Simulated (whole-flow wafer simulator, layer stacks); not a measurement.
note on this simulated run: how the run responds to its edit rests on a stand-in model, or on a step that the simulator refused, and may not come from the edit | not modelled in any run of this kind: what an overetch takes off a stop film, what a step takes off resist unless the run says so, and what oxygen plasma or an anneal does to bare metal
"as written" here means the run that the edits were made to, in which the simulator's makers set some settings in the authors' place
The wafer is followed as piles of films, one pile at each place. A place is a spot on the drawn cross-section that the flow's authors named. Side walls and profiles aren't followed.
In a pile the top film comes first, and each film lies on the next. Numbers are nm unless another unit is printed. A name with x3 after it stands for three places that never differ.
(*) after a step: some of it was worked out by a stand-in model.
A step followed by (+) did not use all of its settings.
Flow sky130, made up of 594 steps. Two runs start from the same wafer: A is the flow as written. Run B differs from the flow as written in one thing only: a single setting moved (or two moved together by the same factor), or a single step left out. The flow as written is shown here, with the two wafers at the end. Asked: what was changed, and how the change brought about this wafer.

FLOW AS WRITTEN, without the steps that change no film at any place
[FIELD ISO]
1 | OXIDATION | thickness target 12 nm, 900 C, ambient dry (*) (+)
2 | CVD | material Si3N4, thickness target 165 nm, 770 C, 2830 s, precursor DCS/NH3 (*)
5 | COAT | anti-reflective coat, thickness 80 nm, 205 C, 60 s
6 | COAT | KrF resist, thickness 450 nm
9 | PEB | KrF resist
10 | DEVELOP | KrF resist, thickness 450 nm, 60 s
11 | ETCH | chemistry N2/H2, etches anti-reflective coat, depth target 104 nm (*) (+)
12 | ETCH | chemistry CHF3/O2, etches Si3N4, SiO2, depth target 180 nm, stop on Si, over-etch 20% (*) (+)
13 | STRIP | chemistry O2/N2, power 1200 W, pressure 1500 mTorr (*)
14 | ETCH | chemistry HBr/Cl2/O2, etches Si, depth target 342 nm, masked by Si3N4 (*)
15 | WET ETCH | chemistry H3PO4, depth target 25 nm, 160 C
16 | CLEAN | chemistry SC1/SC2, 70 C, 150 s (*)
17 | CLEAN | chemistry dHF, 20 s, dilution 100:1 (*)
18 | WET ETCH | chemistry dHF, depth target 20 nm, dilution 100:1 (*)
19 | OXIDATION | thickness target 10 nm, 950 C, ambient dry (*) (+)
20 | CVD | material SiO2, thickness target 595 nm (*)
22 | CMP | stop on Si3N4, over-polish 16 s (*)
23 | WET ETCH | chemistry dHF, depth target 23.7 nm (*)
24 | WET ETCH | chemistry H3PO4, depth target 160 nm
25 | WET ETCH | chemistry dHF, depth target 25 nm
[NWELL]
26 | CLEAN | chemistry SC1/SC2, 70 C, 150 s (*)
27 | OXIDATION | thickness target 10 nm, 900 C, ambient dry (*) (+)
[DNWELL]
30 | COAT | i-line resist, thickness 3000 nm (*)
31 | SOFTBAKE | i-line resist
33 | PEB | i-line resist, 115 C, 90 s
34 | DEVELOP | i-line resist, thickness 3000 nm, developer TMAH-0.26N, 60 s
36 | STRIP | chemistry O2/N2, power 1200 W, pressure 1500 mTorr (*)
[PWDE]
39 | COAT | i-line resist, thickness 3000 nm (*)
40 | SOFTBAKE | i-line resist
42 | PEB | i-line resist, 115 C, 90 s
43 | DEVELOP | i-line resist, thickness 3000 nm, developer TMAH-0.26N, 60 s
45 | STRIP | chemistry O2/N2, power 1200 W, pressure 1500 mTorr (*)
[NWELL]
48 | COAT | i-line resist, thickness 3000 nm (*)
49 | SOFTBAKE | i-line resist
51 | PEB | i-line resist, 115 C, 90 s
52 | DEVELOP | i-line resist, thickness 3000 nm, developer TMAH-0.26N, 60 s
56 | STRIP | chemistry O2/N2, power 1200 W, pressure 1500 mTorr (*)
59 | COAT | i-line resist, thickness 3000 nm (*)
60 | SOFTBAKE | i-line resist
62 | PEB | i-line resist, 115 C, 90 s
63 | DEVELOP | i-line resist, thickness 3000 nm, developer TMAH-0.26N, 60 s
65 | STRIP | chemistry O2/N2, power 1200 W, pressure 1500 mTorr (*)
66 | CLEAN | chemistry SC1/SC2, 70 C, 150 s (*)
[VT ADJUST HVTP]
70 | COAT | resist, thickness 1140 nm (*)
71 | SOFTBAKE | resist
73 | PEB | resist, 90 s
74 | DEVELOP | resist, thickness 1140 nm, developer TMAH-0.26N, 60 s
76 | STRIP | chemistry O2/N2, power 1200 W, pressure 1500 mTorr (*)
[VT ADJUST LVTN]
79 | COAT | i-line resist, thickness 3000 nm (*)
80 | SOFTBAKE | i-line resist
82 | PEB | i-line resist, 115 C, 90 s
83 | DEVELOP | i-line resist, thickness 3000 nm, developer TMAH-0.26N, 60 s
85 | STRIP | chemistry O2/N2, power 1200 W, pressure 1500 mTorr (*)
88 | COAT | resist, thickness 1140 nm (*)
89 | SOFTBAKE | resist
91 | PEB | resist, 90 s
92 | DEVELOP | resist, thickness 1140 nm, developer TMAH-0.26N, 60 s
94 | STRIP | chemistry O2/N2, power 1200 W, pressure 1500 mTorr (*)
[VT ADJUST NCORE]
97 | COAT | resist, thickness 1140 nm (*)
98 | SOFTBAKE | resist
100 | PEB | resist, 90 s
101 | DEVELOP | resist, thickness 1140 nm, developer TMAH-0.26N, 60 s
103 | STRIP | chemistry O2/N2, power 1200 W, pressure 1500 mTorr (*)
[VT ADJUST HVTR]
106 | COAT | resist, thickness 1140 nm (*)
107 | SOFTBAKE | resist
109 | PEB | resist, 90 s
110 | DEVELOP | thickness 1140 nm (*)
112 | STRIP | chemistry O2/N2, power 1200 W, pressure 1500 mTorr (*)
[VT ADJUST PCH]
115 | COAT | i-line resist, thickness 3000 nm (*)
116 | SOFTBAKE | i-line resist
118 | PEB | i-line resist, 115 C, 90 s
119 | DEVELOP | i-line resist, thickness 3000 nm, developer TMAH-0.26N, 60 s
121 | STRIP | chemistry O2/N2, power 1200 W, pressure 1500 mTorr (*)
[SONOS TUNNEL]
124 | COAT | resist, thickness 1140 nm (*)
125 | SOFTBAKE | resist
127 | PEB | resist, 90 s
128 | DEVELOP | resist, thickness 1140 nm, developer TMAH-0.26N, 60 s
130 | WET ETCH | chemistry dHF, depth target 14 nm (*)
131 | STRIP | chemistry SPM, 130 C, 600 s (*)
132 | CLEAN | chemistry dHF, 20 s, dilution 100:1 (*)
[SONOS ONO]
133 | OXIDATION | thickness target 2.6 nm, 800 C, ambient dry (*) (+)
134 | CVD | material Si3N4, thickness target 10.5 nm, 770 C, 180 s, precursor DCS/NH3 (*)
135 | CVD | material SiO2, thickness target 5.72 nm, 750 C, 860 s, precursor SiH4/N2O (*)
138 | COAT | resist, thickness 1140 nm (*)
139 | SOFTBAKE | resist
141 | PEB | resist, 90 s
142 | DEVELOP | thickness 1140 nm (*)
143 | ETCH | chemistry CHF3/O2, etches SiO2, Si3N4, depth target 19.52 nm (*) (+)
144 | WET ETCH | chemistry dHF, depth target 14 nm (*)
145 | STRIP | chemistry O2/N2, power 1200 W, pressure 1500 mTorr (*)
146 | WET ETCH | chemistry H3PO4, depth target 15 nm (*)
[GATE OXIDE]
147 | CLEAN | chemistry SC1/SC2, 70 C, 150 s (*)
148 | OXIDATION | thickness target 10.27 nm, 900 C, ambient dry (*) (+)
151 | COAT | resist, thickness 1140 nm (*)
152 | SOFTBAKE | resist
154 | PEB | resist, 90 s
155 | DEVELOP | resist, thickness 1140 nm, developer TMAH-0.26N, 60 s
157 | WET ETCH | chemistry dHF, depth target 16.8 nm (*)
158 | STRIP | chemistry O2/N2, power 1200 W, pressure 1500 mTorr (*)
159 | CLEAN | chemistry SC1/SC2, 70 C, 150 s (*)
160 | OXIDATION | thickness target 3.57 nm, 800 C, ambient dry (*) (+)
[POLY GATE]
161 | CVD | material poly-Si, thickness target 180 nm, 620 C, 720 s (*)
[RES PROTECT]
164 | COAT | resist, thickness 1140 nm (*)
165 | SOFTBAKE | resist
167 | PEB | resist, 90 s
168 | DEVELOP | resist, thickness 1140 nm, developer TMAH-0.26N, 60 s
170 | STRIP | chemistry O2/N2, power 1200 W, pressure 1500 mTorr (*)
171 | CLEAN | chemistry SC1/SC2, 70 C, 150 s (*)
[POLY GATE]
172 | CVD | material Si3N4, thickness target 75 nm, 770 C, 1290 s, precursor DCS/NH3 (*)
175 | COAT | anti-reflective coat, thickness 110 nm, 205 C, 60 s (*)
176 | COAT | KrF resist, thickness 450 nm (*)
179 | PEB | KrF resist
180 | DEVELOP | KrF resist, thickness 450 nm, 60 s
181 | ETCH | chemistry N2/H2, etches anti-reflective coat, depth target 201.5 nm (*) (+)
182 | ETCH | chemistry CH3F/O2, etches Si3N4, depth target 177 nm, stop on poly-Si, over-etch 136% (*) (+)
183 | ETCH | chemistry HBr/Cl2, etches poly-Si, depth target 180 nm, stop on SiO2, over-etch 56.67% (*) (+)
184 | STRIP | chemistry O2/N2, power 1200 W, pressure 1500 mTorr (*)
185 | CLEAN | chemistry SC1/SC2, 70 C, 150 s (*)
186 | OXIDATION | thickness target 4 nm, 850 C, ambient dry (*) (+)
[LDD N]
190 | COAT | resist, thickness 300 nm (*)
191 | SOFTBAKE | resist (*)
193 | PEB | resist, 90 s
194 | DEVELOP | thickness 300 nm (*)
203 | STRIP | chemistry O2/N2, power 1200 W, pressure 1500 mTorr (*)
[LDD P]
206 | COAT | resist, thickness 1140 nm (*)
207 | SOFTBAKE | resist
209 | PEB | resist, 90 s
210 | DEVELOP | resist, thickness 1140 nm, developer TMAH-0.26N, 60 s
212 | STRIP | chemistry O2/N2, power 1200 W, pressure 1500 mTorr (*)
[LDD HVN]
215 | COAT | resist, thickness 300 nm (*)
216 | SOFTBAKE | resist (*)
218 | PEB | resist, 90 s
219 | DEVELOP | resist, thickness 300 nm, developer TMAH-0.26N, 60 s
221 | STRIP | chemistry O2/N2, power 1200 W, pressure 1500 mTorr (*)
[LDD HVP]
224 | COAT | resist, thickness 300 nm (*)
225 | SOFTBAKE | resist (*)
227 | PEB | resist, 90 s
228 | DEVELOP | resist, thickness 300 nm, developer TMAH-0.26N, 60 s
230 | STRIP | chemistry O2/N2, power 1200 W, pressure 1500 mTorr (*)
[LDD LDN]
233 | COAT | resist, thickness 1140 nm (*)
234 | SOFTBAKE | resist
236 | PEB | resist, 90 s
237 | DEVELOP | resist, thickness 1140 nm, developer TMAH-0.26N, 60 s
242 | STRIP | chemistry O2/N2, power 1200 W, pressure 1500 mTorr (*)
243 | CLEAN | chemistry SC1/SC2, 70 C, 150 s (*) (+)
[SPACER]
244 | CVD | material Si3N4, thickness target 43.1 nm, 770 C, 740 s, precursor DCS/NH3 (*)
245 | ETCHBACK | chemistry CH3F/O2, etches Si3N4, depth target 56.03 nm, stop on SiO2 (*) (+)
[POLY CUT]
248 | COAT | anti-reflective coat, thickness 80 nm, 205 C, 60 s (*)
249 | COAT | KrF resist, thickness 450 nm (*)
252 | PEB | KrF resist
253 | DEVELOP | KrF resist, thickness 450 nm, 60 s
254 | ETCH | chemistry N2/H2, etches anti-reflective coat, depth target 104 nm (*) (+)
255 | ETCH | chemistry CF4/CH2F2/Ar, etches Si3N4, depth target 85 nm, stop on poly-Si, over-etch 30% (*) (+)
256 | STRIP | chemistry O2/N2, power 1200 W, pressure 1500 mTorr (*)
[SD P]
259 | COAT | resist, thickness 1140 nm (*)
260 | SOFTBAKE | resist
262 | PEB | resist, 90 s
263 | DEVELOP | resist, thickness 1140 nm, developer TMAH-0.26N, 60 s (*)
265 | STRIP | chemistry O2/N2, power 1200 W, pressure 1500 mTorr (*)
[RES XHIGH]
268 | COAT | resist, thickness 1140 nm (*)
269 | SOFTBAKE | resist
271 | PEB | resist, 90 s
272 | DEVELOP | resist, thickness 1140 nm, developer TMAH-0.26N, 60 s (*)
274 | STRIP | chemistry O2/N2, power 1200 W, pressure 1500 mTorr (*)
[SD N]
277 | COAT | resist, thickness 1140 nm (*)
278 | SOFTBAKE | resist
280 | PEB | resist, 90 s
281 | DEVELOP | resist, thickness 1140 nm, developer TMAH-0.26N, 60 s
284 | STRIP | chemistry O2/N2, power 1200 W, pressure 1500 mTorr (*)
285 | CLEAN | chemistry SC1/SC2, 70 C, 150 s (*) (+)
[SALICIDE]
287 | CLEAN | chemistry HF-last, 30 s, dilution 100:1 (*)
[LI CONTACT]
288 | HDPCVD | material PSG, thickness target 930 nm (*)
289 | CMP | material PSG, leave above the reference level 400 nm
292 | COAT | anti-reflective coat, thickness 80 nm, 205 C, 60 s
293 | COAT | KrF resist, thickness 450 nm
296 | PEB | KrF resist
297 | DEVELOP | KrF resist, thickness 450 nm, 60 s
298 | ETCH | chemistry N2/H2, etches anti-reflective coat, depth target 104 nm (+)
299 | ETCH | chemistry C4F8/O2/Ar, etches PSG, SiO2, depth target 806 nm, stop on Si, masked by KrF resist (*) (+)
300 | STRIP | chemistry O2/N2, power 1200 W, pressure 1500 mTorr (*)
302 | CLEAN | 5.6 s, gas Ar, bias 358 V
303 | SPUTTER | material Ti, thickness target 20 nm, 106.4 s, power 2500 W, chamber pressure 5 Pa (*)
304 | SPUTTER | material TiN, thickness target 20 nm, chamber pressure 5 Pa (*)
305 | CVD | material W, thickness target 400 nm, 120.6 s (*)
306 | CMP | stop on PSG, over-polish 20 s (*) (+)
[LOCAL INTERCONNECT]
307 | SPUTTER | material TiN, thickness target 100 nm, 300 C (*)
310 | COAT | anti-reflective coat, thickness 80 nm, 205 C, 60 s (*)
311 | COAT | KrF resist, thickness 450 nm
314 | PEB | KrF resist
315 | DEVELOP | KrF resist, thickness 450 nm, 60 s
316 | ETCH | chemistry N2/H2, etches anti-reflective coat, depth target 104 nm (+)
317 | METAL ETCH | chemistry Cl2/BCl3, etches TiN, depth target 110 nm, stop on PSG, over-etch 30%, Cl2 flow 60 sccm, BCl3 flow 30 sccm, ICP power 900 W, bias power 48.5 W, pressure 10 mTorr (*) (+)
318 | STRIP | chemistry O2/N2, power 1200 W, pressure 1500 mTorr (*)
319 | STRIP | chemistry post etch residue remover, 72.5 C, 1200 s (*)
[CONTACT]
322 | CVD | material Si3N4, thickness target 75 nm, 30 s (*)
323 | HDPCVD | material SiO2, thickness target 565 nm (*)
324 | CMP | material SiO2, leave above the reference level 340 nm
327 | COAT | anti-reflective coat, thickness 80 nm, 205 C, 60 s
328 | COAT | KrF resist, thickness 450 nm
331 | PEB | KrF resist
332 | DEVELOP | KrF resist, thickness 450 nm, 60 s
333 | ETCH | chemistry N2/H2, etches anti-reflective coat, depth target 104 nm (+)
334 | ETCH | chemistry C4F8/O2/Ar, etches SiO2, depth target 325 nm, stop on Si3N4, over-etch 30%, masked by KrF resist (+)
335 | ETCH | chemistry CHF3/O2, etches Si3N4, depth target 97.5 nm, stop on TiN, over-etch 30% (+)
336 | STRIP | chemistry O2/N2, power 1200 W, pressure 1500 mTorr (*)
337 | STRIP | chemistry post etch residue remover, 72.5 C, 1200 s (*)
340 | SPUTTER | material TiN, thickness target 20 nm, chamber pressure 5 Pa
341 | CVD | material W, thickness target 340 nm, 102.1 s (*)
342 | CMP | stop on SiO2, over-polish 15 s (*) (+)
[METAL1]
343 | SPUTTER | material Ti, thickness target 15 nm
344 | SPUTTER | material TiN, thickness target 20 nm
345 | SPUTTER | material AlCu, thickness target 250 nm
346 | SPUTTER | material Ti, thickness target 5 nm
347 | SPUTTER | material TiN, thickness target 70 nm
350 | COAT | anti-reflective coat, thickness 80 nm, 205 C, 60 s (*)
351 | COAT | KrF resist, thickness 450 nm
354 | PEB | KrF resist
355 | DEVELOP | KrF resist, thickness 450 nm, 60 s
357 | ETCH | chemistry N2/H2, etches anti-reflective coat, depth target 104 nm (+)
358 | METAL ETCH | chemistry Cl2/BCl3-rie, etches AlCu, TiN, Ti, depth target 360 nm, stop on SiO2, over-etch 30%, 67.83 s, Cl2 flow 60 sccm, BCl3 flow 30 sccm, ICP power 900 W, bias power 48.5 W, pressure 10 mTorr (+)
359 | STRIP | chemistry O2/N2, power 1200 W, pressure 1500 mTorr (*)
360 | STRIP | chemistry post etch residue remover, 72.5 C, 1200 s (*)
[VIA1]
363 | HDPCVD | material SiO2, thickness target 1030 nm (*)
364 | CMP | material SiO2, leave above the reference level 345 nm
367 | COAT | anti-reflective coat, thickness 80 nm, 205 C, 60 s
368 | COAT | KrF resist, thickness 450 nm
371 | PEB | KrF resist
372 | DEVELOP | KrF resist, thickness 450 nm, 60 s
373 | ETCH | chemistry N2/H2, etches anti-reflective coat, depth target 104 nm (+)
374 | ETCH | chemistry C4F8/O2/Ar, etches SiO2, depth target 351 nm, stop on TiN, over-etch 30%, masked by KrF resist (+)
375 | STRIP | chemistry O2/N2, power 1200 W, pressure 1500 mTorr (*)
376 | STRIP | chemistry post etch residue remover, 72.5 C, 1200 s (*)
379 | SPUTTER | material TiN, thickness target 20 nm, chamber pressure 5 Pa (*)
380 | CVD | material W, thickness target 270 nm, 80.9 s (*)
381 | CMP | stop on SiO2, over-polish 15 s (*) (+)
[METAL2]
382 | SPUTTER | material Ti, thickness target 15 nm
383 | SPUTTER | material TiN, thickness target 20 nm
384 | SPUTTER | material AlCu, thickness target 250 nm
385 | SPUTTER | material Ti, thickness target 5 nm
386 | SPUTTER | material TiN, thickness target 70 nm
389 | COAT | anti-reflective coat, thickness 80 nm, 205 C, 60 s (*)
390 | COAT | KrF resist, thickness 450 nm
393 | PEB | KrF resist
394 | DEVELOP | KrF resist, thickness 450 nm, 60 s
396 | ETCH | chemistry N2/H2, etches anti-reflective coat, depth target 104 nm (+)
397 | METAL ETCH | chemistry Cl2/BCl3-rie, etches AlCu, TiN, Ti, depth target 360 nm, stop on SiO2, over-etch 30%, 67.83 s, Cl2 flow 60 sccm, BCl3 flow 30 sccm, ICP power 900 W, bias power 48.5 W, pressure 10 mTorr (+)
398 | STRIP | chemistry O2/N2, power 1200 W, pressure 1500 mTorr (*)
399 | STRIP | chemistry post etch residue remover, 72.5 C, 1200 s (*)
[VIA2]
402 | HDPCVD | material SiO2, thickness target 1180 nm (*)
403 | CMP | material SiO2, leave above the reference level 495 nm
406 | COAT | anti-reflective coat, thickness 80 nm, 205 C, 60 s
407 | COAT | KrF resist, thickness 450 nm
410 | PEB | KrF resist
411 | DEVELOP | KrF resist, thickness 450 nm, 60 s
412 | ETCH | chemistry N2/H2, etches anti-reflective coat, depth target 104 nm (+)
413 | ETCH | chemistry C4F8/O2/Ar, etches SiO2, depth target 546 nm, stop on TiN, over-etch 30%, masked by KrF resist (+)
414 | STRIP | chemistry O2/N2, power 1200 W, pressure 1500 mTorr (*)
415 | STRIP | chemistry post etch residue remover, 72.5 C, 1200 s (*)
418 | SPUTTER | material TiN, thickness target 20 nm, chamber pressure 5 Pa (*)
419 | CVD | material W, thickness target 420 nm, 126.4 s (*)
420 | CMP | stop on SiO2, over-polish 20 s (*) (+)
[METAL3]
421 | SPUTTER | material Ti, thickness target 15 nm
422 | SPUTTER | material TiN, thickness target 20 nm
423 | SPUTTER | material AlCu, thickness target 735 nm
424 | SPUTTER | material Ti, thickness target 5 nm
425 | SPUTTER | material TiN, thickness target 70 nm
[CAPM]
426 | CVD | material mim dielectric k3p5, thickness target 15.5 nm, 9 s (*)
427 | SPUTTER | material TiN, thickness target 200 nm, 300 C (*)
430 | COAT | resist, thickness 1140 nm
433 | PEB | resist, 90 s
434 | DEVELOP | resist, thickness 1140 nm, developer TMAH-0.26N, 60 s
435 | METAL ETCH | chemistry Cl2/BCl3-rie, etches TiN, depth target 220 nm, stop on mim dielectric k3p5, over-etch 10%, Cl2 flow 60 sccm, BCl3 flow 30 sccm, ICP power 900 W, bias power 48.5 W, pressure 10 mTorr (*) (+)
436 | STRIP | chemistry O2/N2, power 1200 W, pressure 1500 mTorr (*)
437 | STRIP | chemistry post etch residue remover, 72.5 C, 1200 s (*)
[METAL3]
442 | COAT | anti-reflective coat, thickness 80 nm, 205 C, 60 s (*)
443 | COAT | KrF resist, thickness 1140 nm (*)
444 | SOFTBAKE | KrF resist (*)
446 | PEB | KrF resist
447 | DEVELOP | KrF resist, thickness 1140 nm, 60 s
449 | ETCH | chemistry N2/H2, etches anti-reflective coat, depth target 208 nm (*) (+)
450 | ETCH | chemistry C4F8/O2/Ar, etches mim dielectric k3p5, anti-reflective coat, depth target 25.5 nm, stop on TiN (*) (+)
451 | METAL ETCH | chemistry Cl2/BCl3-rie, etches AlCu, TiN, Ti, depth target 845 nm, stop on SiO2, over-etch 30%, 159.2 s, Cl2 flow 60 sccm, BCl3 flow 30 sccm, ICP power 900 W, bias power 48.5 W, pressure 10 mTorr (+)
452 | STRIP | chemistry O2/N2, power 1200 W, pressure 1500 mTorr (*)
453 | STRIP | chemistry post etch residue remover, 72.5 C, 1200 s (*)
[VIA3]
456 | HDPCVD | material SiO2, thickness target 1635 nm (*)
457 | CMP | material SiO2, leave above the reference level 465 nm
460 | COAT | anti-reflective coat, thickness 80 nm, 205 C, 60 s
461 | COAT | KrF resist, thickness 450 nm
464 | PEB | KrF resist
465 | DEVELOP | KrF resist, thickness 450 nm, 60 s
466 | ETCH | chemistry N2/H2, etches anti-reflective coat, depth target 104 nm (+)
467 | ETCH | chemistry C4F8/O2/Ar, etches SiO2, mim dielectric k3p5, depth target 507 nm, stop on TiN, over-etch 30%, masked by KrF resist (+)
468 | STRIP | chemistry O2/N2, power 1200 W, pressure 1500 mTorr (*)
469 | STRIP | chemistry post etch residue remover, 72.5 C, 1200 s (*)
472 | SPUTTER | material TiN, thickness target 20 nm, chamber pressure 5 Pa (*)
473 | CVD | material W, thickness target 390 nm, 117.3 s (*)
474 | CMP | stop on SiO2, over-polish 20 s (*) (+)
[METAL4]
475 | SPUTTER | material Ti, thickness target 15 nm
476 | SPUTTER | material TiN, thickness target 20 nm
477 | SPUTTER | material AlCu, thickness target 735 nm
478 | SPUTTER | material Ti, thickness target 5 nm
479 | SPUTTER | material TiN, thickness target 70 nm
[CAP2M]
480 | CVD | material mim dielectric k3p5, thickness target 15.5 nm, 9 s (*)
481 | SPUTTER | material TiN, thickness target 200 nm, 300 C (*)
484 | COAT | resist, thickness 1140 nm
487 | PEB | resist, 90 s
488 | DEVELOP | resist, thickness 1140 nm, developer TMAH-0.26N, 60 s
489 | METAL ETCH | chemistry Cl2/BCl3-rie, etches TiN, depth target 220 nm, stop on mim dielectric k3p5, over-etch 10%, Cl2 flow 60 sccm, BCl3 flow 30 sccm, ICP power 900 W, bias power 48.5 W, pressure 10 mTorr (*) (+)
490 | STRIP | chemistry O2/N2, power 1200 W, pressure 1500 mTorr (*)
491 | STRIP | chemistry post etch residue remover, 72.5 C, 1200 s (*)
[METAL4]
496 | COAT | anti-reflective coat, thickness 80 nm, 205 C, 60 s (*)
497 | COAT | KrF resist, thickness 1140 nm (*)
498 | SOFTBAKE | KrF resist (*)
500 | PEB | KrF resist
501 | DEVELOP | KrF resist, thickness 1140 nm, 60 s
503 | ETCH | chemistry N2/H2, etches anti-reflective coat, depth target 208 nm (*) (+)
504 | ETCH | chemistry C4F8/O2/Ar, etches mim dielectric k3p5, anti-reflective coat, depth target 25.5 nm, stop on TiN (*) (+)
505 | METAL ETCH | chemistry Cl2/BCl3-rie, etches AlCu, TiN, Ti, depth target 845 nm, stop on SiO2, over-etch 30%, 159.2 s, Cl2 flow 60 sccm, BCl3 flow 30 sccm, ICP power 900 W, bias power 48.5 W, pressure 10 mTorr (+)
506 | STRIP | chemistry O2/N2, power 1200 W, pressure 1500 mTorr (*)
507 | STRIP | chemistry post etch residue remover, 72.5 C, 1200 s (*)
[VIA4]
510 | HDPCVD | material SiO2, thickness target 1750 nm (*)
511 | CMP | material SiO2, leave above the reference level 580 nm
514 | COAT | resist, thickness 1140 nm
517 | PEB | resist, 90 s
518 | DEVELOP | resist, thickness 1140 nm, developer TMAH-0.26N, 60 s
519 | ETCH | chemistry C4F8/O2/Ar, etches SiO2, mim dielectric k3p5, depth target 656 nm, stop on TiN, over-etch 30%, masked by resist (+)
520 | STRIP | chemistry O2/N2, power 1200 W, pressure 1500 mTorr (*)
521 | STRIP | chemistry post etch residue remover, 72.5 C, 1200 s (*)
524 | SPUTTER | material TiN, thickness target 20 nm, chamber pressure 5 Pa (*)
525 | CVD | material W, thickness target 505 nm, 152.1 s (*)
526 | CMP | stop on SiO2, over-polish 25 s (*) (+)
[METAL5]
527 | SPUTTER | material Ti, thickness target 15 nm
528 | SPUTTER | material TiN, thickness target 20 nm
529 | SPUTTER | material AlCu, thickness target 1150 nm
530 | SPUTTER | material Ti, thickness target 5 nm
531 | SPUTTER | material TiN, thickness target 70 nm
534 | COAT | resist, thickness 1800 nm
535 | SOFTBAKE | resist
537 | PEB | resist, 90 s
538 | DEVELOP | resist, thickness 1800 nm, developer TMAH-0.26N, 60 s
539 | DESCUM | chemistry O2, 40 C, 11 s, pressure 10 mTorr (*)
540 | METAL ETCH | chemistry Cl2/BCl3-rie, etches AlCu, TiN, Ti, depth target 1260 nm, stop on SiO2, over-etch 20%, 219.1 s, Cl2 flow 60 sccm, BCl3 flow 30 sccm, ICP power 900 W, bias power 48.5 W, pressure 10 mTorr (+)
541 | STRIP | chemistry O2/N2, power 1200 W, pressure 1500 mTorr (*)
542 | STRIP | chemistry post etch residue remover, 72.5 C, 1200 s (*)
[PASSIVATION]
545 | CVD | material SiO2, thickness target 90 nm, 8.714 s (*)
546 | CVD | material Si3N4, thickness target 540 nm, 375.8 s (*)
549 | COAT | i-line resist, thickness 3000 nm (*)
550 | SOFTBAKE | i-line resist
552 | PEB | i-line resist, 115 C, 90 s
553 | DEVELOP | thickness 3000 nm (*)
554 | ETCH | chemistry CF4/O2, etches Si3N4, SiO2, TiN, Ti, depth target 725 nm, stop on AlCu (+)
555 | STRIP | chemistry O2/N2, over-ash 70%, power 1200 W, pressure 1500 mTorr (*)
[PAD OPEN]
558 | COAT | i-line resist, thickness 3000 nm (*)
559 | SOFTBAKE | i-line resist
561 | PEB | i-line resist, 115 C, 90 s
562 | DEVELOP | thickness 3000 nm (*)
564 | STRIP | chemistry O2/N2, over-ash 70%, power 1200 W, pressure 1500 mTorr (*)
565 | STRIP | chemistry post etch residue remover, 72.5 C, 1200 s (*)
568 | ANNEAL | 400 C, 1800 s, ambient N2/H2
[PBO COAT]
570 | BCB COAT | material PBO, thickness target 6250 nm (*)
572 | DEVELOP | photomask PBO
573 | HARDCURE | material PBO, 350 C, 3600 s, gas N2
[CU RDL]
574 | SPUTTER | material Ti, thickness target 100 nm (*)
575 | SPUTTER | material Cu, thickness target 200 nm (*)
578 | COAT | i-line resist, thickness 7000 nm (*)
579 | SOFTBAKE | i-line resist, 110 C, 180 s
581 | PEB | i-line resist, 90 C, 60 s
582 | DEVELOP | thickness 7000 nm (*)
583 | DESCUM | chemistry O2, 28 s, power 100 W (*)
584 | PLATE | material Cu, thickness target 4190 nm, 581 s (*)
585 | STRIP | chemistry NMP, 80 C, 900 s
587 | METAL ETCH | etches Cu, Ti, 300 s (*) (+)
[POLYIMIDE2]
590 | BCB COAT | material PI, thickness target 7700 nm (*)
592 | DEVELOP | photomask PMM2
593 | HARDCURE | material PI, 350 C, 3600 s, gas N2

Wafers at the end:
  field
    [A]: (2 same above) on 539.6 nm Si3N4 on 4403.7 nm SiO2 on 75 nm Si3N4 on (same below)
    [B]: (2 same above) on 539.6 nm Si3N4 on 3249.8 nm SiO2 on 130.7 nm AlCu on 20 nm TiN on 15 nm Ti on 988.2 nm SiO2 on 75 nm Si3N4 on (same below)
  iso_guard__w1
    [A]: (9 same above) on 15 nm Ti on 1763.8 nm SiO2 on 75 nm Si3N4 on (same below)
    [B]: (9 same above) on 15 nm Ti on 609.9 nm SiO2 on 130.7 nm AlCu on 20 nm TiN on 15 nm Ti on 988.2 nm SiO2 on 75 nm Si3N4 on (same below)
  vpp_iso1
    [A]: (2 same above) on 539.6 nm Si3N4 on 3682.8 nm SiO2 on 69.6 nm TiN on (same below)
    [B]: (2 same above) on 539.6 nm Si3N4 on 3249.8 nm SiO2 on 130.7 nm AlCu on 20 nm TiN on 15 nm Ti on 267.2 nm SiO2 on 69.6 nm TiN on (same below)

What caused this: step 397, METAL ETCH: depth target 144 nm was run, while the flow as written has depth target 360 nm.

Step by step, how the change led to this:
  397 | METAL ETCH | chemistry Cl2/BCl3-rie, etches AlCu, TiN, Ti, depth target 360 nm, stop on SiO2, over-etch 30%, 67.83 s, Cl2 flow 60 sccm, BCl3 flow 30 sccm, ICP power 900 W, bias power 48.5 W, pressure 10 mTorr (+)
      field, active, gate and 82 more: A TiN loses 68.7 (all of it), Ti loses 5 (all of it), AlCu loses 250 (all of it), TiN loses 20 (all of it), Ti loses 15 (all of it), SiO2 loses 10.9 | B TiN loses 68.7 (all of it), Ti loses 5 (all of it), AlCu loses 113.5
      n_well, p_well, gate_hv and 103 more: A KrF resist loses 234 | B KrF resist loses 93.6
  398 | STRIP | chemistry O2/N2, power 1200 W, pressure 1500 mTorr (*)
      n_well, p_well, gate_hv and 101 more: A KrF resist loses 141.4 (all of it), anti-reflective coat loses 80 (all of it) | B KrF resist loses 281.8 (all of it), anti-reflective coat loses 80 (all of it)
      m1, via1_hole: A KrF resist loses 141.5 (all of it), anti-reflective coat loses 80.4 (all of it) | B KrF resist loses 281.9 (all of it), anti-reflective coat loses 80.4 (all of it)
  399 | STRIP | chemistry post etch residue remover, 72.5 C, 1200 s (*)
      field, active, gate and 82 more: A nothing | B AlCu loses 5.72
  402 | HDPCVD | material SiO2, thickness target 1180 nm (*)
      field, active, gate and 82 more: A SiO2 gains 1180 | B SiO2 gains 1180 (new film)
  403 | CMP | material SiO2, leave above the reference level 495 nm
      field, active, gate and 82 more: A SiO2 loses 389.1 | B SiO2 loses 565.7
With metal films that touch counted as one body, field has 1 body; the flow as written gives 0 bodies.
With metal films that touch counted as one body, iso_guard__w1 has 2 bodies (between them, from the top down: SiO2 609.9); the flow as written gives 1 body.
With metal films that touch counted as one body, vpp_iso1 has 2 bodies (between them, from the top down: SiO2 267.2); the flow as written gives 1 body.
